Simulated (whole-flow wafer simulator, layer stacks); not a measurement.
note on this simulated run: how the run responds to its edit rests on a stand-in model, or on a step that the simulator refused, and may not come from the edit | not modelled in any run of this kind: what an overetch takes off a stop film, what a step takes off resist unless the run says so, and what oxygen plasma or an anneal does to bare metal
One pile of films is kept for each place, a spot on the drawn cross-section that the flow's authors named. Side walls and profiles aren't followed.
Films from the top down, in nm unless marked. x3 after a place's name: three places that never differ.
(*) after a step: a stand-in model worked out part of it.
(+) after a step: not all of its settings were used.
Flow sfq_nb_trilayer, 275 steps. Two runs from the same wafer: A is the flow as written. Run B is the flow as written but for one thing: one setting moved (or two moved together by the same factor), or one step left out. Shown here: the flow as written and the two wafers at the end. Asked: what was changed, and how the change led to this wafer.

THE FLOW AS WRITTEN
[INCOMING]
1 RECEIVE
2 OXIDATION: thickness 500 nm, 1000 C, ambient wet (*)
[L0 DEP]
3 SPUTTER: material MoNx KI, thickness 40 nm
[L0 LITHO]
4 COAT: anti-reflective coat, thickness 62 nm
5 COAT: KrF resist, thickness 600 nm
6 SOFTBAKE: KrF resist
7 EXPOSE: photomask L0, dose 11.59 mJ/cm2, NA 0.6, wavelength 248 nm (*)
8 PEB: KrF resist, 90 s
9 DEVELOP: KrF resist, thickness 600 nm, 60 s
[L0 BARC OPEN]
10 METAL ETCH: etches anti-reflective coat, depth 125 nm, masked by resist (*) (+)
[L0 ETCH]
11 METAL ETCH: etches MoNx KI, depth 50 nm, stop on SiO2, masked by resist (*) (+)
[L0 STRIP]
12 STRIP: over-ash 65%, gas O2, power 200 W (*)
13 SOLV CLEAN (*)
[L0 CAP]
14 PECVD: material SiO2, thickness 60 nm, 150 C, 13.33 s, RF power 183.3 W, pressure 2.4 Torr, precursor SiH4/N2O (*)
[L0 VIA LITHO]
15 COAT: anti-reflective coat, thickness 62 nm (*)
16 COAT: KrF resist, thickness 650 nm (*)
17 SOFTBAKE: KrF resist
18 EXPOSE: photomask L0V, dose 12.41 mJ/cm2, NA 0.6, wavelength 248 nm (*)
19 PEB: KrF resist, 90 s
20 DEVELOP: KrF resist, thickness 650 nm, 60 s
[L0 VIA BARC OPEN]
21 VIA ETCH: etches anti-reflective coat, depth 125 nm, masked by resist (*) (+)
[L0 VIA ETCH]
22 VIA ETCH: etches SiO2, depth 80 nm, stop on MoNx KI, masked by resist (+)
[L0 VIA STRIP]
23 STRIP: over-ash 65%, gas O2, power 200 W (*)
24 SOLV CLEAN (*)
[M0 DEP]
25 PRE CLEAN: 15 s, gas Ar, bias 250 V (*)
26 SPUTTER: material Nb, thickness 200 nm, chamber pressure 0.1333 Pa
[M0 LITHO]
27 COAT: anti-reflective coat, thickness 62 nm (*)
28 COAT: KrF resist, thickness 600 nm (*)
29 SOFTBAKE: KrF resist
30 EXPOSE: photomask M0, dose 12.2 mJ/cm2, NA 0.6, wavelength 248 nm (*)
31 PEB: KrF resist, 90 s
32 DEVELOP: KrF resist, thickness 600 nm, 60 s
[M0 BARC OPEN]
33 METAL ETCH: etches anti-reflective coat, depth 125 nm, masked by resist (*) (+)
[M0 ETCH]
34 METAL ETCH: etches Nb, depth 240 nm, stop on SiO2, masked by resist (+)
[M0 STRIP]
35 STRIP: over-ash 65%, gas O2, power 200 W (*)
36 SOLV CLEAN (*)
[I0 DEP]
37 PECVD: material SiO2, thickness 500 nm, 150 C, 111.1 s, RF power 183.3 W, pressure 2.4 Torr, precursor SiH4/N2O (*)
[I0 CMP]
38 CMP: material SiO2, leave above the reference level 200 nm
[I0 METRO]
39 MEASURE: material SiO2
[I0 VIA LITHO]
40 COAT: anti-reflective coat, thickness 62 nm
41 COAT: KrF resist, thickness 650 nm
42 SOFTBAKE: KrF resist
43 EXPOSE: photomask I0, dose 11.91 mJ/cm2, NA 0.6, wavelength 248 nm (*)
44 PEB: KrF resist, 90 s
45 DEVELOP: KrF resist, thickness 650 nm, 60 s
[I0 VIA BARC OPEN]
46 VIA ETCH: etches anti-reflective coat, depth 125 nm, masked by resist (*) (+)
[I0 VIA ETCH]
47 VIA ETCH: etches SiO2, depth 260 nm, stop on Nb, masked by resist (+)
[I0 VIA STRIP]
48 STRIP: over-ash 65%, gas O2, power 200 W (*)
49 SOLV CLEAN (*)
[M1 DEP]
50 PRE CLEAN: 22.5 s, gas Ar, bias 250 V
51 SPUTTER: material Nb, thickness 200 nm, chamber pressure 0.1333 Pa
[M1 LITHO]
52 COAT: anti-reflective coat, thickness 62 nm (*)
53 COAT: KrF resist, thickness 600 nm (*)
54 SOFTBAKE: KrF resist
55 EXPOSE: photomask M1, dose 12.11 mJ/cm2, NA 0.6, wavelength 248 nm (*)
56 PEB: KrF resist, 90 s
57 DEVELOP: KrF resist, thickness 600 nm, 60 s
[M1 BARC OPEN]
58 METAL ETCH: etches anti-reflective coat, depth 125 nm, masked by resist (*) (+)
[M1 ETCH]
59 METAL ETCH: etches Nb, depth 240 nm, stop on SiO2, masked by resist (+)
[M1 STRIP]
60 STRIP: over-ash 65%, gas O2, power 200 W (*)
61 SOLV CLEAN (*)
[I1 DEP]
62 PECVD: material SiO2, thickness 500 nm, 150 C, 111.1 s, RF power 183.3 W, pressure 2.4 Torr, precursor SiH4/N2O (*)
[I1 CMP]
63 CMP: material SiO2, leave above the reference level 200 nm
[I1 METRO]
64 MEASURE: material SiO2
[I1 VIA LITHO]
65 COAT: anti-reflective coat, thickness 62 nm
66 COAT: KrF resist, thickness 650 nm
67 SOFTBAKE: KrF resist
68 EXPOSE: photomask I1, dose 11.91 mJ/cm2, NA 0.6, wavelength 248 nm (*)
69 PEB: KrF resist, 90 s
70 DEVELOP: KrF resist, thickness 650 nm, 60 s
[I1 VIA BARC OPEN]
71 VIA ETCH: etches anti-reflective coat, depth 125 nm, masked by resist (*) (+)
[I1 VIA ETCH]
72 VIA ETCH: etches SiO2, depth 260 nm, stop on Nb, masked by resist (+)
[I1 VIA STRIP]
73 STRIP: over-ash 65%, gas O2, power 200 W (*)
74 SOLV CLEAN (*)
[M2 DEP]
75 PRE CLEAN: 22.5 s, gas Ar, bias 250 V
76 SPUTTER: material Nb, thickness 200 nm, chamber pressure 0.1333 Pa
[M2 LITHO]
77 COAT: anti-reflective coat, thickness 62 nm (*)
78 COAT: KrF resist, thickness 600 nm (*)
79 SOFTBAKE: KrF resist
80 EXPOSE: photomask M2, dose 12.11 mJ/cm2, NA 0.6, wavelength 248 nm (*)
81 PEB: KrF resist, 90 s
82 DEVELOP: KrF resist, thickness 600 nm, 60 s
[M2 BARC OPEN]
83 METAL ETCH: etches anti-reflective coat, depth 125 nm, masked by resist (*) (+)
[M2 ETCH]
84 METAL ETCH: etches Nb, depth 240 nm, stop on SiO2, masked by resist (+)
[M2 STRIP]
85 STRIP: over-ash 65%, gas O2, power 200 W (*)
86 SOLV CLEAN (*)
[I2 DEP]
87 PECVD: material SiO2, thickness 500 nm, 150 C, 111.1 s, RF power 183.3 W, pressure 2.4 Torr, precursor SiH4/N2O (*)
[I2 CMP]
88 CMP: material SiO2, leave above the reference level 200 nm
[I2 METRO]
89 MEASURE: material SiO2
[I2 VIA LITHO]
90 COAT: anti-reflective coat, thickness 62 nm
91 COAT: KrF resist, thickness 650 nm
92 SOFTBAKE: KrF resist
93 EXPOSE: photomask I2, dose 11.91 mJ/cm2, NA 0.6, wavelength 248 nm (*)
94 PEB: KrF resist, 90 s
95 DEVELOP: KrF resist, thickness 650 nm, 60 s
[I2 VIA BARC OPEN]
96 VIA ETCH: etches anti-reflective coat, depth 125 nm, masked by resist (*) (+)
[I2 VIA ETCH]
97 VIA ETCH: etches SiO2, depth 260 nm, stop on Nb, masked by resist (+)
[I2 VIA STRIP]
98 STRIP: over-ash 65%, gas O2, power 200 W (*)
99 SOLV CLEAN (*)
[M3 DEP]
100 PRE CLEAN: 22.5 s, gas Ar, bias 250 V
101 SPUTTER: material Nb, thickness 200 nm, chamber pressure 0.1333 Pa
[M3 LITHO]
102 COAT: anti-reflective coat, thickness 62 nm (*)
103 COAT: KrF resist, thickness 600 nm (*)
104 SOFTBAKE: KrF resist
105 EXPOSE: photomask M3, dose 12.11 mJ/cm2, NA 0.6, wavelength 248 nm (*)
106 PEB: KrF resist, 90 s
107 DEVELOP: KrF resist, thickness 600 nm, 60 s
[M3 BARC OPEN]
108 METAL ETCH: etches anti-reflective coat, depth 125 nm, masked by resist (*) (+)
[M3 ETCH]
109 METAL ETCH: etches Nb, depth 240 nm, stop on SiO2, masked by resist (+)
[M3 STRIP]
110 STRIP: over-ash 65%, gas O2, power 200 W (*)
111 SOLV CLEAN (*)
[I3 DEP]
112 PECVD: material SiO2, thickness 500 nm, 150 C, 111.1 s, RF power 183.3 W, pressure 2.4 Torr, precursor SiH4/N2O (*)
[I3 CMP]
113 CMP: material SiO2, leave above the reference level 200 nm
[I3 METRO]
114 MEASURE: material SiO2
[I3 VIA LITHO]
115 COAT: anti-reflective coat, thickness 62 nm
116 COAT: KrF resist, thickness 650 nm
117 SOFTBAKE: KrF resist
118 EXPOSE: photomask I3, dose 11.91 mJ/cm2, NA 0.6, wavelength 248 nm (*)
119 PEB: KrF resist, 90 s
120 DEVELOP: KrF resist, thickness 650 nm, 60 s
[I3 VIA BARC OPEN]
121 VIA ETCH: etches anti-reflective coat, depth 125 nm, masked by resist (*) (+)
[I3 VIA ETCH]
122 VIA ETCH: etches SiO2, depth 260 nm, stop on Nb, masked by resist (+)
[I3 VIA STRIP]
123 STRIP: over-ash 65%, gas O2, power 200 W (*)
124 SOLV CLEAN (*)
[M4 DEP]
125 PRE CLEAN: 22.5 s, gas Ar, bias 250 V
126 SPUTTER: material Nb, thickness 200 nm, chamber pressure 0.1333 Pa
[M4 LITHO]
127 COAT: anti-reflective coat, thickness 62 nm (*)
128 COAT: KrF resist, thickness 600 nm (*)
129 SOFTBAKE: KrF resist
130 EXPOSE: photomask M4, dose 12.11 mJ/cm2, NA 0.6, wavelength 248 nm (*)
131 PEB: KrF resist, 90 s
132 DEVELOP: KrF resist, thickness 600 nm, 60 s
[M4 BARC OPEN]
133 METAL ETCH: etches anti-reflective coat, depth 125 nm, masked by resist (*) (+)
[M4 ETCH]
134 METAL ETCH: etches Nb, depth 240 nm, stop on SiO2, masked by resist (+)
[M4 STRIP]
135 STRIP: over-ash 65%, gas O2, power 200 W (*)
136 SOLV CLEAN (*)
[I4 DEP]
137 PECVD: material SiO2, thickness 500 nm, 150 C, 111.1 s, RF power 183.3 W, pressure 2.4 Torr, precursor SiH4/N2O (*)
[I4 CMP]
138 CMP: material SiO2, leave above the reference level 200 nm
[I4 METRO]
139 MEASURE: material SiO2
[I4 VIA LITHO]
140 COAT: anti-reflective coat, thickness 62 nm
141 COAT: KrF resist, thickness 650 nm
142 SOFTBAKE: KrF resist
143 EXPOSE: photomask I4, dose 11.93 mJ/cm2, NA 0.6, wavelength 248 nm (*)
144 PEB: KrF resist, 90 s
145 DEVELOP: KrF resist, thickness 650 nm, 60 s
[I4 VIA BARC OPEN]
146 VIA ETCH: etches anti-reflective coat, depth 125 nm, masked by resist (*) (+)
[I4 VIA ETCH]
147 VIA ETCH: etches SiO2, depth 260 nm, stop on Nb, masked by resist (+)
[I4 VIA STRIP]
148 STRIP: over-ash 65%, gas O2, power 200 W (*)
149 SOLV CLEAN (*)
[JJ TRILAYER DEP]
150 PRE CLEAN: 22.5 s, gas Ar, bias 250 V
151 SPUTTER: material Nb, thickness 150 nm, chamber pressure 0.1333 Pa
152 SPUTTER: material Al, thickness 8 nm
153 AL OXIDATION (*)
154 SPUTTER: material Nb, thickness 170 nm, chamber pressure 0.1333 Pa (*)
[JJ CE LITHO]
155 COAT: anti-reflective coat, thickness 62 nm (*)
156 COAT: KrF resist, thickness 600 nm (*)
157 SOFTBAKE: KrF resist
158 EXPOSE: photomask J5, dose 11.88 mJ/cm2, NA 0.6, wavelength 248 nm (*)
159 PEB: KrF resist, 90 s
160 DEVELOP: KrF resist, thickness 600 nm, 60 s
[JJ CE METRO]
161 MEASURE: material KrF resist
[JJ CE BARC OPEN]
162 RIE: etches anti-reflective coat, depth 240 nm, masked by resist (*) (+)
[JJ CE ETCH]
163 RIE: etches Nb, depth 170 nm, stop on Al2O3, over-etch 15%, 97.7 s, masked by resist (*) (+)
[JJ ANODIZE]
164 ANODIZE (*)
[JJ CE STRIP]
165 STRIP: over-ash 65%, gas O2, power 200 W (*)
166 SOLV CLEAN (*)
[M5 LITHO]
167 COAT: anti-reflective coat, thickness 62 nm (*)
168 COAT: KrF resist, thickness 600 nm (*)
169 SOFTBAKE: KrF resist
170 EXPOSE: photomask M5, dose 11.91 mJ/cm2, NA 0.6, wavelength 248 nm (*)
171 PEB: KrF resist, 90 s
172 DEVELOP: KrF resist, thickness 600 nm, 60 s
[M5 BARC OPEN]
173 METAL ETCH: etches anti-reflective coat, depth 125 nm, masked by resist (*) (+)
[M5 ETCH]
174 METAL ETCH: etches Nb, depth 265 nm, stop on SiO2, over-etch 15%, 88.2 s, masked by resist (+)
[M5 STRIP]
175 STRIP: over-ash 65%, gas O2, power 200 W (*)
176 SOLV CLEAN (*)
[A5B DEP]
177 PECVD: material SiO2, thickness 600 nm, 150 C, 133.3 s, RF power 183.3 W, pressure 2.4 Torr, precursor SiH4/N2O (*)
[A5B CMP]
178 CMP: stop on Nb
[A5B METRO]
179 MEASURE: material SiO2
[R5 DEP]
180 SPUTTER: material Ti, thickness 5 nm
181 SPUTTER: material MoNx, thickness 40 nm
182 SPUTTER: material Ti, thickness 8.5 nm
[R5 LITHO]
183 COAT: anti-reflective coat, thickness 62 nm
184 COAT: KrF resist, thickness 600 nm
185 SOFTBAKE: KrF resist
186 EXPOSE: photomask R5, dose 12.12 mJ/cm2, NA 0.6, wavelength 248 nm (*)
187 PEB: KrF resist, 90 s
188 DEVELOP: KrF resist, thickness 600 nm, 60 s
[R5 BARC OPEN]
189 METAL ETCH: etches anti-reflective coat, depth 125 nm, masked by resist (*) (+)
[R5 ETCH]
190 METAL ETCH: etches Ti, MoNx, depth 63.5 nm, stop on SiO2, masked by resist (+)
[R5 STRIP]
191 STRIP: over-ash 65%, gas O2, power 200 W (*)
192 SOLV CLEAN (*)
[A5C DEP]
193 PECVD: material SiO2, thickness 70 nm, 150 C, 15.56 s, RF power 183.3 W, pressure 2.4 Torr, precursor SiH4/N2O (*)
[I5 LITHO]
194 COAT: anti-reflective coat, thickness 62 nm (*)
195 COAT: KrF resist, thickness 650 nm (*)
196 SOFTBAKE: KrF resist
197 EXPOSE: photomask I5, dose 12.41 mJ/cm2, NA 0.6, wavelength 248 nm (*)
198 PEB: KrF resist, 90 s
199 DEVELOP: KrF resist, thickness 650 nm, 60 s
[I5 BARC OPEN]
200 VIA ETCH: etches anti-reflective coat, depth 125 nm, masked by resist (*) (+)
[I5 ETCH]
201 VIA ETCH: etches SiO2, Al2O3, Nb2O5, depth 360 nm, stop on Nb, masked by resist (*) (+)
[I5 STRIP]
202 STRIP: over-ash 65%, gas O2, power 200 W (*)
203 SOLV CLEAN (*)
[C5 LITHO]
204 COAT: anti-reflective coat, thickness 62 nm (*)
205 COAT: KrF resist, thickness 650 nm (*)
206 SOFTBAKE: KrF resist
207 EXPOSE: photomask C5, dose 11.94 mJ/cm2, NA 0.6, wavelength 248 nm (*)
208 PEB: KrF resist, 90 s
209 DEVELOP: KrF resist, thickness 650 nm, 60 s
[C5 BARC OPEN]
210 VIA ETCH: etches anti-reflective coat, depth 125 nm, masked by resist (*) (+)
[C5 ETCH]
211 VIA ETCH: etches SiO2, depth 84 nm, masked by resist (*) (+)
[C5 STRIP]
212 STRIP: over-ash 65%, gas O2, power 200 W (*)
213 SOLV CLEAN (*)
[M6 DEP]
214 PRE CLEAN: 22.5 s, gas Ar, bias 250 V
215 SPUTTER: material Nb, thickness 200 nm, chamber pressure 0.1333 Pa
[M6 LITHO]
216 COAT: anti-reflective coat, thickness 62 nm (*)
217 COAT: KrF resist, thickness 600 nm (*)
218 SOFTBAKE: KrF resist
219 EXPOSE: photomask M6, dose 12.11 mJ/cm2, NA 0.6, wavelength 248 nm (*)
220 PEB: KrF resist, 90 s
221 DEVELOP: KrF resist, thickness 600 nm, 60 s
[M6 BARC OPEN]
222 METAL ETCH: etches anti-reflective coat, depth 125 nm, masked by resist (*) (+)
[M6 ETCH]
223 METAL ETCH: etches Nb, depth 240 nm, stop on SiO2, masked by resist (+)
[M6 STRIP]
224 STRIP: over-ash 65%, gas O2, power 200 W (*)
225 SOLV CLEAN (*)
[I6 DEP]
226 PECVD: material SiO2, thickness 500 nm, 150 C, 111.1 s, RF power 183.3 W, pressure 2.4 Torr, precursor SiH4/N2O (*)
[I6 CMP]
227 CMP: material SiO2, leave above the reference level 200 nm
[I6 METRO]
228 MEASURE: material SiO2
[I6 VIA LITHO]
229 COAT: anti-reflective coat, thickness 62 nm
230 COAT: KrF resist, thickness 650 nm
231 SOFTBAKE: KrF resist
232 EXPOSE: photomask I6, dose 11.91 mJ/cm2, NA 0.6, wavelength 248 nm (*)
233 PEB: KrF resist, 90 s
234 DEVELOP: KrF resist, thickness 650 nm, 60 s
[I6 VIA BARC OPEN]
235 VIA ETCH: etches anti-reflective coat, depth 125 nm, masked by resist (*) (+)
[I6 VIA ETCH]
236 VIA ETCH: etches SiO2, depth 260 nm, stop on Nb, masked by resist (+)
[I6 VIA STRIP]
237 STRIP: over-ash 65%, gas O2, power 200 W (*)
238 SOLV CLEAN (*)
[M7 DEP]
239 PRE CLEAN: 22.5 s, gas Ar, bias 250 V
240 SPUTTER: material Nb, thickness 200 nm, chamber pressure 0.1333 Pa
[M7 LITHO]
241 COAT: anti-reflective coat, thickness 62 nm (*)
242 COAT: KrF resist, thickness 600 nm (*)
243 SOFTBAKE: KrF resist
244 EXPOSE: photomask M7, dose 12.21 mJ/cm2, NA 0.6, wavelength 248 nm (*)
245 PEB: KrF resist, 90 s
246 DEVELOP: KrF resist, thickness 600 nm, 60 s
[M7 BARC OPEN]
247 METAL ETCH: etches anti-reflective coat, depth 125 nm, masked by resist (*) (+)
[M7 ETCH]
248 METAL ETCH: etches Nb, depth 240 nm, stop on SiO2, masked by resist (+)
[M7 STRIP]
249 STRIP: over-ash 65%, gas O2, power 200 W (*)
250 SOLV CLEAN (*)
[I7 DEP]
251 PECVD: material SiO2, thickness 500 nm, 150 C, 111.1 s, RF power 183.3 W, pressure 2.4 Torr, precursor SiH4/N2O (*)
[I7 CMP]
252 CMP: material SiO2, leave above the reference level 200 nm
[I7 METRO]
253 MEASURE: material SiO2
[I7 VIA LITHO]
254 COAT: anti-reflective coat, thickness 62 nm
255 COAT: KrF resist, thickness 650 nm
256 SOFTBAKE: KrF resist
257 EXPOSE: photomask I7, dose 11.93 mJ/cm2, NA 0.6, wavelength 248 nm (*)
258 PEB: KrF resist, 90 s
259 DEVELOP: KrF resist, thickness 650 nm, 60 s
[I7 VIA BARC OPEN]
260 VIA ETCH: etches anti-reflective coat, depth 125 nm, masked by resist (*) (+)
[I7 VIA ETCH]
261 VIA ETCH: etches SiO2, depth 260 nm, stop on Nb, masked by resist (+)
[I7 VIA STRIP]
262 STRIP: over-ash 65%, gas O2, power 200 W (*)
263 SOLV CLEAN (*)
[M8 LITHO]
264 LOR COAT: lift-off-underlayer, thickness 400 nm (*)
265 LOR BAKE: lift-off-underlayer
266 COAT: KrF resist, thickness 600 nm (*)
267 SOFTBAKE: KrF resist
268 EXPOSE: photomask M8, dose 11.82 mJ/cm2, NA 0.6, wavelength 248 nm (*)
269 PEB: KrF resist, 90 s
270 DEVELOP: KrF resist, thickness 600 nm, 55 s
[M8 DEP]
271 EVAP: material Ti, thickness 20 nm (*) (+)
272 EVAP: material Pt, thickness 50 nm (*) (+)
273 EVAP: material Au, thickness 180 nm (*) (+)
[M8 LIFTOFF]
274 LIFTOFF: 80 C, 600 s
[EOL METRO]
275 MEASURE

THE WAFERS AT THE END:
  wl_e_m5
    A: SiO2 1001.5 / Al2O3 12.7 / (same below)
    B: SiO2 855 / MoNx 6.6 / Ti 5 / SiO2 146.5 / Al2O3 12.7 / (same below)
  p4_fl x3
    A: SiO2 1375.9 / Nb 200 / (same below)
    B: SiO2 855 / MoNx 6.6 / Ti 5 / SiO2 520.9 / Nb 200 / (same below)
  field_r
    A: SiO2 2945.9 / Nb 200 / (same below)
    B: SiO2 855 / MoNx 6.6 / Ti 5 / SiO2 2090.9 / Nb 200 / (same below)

The cause: step 181, SPUTTER: thickness 61.6 nm was run, where the flow has thickness 40 nm.

How the change led to this, step by step:
  181 SPUTTER: material MoNx, thickness 40 nm
      field_l, v_sur, via_wl and 103 more: A MoNx +40 (new film) | B MoNx +61.6 (new film)
  190 METAL ETCH: etches Ti, MoNx, depth 63.5 nm, stop on SiO2, masked by resist (+)
      field_l, v_sur, via_wl and 92 more: A Ti -8.5 (all of it), MoNx -40 (all of it), Ti -5 (all of it) | B Ti -8.5 (all of it), MoNx -55
      ce_l, c5j, ce_r, wl_jj: A Ti -8.5 (all of it), MoNx -40 (all of it), Ti -5 (all of it), Nb -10 | B Ti -8.5 (all of it), MoNx -55
  193 PECVD: material SiO2, thickness 70 nm, 150 C, 15.56 s, RF power 183.3 W, pressure 2.4 Torr, precursor SiH4/N2O (*)
      field_l, v_sur, via_wl and 92 more: A SiO2 +70 | B SiO2 +70 (new film)
  194 COAT: anti-reflective coat, thickness 62 nm (*)
      wl_j_sl, wl_j_sr: A anti-reflective coat +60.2 (new film) | B anti-reflective coat +62 (new film)
      r5r_spacepad_l, r5r_spacepad_r: A anti-reflective coat +84.4 (new film) | B anti-reflective coat +88.7 (new film)
      (and at 12 more places)
  201 VIA ETCH: etches SiO2, Al2O3, Nb2O5, depth 360 nm, stop on Nb, masked by resist (*) (+)
      be: A SiO2 -216.4 (all of it), Al2O3 -12.7 (all of it), Nb2O5 -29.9 (all of it) | B SiO2 -69.8 (all of it), MoNx -6.6 (all of it), Ti -5 (all of it), SiO2 -146.5 (all of it), Al2O3 -12.7 (all of it), Nb2O5 -29.9 (all of it)
  202 STRIP: over-ash 65%, gas O2, power 200 W (*)
      wl_j_sl, wl_j_sr: A KrF resist -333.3 (all of it), anti-reflective coat -60.2 (all of it) | B KrF resist -333 (all of it), anti-reflective coat -62 (all of it)
      r5r_spacepad_l, r5r_spacepad_r: A KrF resist -335.6 (all of it), anti-reflective coat -84.4 (all of it) | B KrF resist -336 (all of it), anti-reflective coat -88.7 (all of it)
      (and at 12 more places)
  204 COAT: anti-reflective coat, thickness 62 nm (*)
      wl_j_sl, wl_j_sr: A anti-reflective coat +60.2 (new film) | B anti-reflective coat +62 (new film)
      r5r_spacepad_l, r5r_spacepad_r: A anti-reflective coat +84.4 (new film) | B anti-reflective coat +88.7 (new film)
      (and at 12 more places)
  210 VIA ETCH: etches anti-reflective coat, depth 125 nm, masked by resist (*) (+)
      c5j: A anti-reflective coat -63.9 (all of it), SiO2 -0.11 | B anti-reflective coat -61.2 (all of it), SiO2 -0.11
  211 VIA ETCH: etches SiO2, depth 84 nm, masked by resist (*) (+)
      c5j: A SiO2 -69.9 (all of it), Nb -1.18 | B SiO2 -69.9 (all of it)
  212 STRIP: over-ash 65%, gas O2, power 200 W (*)
      wl_j_sl, wl_j_sr: A KrF resist -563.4 (all of it), anti-reflective coat -60.2 (all of it) | B KrF resist -564 (all of it), anti-reflective coat -62 (all of it)
      r5r_spacepad_l, r5r_spacepad_r: A KrF resist -565.8 (all of it), anti-reflective coat -84.4 (all of it) | B KrF resist -566.9 (all of it), anti-reflective coat -88.7 (all of it)
      (and at 11 more places)
  214 PRE CLEAN: 22.5 s, gas Ar, bias 250 V
      c5j: A Nb -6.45 | B MoNx -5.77
  215 SPUTTER: material Nb, thickness 200 nm, chamber pressure 0.1333 Pa
      c5j: A Nb +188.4 | B Nb +189.1 (new film)
  216 COAT: anti-reflective coat, thickness 62 nm (*)
      r5r_line_l, r5r_line_c, r5r_line_r: A anti-reflective coat +50 (new film) | B anti-reflective coat +48.6 (new film)
      wl_j_sl, wl_j_sr: A anti-reflective coat +60.2 (new film) | B anti-reflective coat +62 (new film)
      (and at 13 more places)
  222 METAL ETCH: etches anti-reflective coat, depth 125 nm, masked by resist (*) (+)
      r5r_line_l, r5r_line_c, r5r_line_r: A anti-reflective coat -50 (all of it) | B anti-reflective coat -48.6 (all of it)
      r5r_spacepad_l, r5r_spacepad_r: A anti-reflective coat -85.7 (all of it) | B anti-reflective coat -90.7 (all of it)
      (and at 1 more place)
  224 STRIP: over-ash 65%, gas O2, power 200 W (*)
      wl_j_sl, wl_j_sr: A KrF resist -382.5 (all of it), anti-reflective coat -60.2 (all of it) | B KrF resist -382.4 (all of it), anti-reflective coat -62 (all of it)
      be_sur: A KrF resist -371.2 (all of it), anti-reflective coat -43.8 (all of it) | B KrF resist -371.5 (all of it), anti-reflective coat -42.9 (all of it)
      (and at 9 more places)
  226 PECVD: material SiO2, thickness 500 nm, 150 C, 111.1 s, RF power 183.3 W, pressure 2.4 Torr, precursor SiH4/N2O (*)
      be: A SiO2 +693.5 (new film) | B SiO2 +707.7 (new film)
  227 CMP: material SiO2, leave above the reference level 200 nm
      r5r_line_l, r5r_spacepad_l, r5r_spacepad_r, r5r_line_c, r5r_line_r: A SiO2 -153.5 | B SiO2 -163.5
      ce_l, ce_r, wl_jj: A SiO2 -290 | B SiO2 -300
      (and at 5 more places)
Counting metal films that touch as one body, wl_e_m5 has 7 bodies (between them, from the top down: SiO2 146.5 / Al2O3 12.7 / Nb2O5 29.9; SiO2 192.5; SiO2 192.5; SiO2 192.5; SiO2 192.5; SiO2 192.5); the flow as written gives 6 bodies (between them, from the top down: SiO2 192.5; SiO2 192.5; SiO2 192.5; SiO2 192.5; SiO2 192.5).
Counting metal films that touch as one body, p4_fl x3 has 3 bodies (between them, from the top down: SiO2 520.9; SiO2 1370); the flow as written gives 2 bodies (between them, from the top down: SiO2 1370).
Counting metal films that touch as one body, field_r has 2 bodies (between them, from the top down: SiO2 2090.9); the flow as written gives 1 body.
